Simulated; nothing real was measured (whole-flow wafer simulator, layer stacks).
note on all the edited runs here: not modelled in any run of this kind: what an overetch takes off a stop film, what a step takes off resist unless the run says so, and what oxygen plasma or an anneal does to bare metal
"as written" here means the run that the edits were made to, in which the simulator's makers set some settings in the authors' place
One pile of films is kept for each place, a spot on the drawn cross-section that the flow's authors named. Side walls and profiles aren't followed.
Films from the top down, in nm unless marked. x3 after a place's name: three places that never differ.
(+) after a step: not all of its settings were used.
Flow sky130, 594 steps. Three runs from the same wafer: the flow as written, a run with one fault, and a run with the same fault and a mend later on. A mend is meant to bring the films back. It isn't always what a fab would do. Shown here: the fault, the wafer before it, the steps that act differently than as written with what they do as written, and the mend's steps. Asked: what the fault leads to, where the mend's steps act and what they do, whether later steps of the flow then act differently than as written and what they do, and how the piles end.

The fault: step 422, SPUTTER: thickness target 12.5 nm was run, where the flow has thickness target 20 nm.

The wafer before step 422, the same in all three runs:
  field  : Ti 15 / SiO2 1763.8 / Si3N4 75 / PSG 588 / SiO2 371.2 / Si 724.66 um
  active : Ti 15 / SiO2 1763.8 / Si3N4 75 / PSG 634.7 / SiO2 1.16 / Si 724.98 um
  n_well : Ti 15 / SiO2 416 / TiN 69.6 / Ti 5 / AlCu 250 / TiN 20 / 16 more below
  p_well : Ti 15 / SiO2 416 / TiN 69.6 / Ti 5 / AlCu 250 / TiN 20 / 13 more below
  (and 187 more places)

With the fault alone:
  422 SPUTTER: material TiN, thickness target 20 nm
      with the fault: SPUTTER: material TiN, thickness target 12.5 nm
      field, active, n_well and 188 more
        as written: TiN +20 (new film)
        with the fault: TiN +12.5 (new film)
  Later steps of the flow that act differently than as written (1 more step differs only slightly, by at most 2% or 0.5 nm, whichever is larger, and isn't shown):
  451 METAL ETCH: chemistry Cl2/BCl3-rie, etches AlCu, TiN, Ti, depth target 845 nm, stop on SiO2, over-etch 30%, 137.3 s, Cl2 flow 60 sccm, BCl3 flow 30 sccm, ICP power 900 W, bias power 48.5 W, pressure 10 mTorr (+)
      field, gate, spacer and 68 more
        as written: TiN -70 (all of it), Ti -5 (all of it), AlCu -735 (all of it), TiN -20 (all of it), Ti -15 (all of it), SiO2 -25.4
        with the fault: TiN -70 (all of it), Ti -5 (all of it), AlCu -735 (all of it), TiN -12.5 (all of it), Ti -15 (all of it), SiO2 -26.1
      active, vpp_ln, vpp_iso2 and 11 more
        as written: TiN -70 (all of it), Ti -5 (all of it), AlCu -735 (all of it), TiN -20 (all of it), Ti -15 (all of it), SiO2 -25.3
        with the fault: TiN -70 (all of it), Ti -5 (all of it), AlCu -735 (all of it), TiN -12.5 (all of it), Ti -15 (all of it), SiO2 -26.1
  At the end the piles differ from the flow's by more than 2% or 0.5 nm, whichever is larger, at n_well, p_well, gate_hv and 104 more.
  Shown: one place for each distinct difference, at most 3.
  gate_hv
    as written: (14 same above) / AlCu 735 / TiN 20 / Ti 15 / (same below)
    with the fault: (14 same above) / AlCu 735 / TiN 12.5 / Ti 15 / (same below)
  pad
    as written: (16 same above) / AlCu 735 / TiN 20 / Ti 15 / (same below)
    with the fault: (16 same above) / AlCu 735 / TiN 12.5 / Ti 15 / (same below)
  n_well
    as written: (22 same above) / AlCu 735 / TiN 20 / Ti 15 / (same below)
    with the fault: (22 same above) / AlCu 735 / TiN 12.5 / Ti 15 / (same below)

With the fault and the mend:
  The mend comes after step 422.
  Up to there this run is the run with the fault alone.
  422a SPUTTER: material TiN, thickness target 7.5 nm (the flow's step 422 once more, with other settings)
      field, active, n_well and 188 more
        TiN +7.5
  No later step of the flow acts differently than as written at any place that is followed.
  At the end the piles are the same as the flow's at every place that both follow.
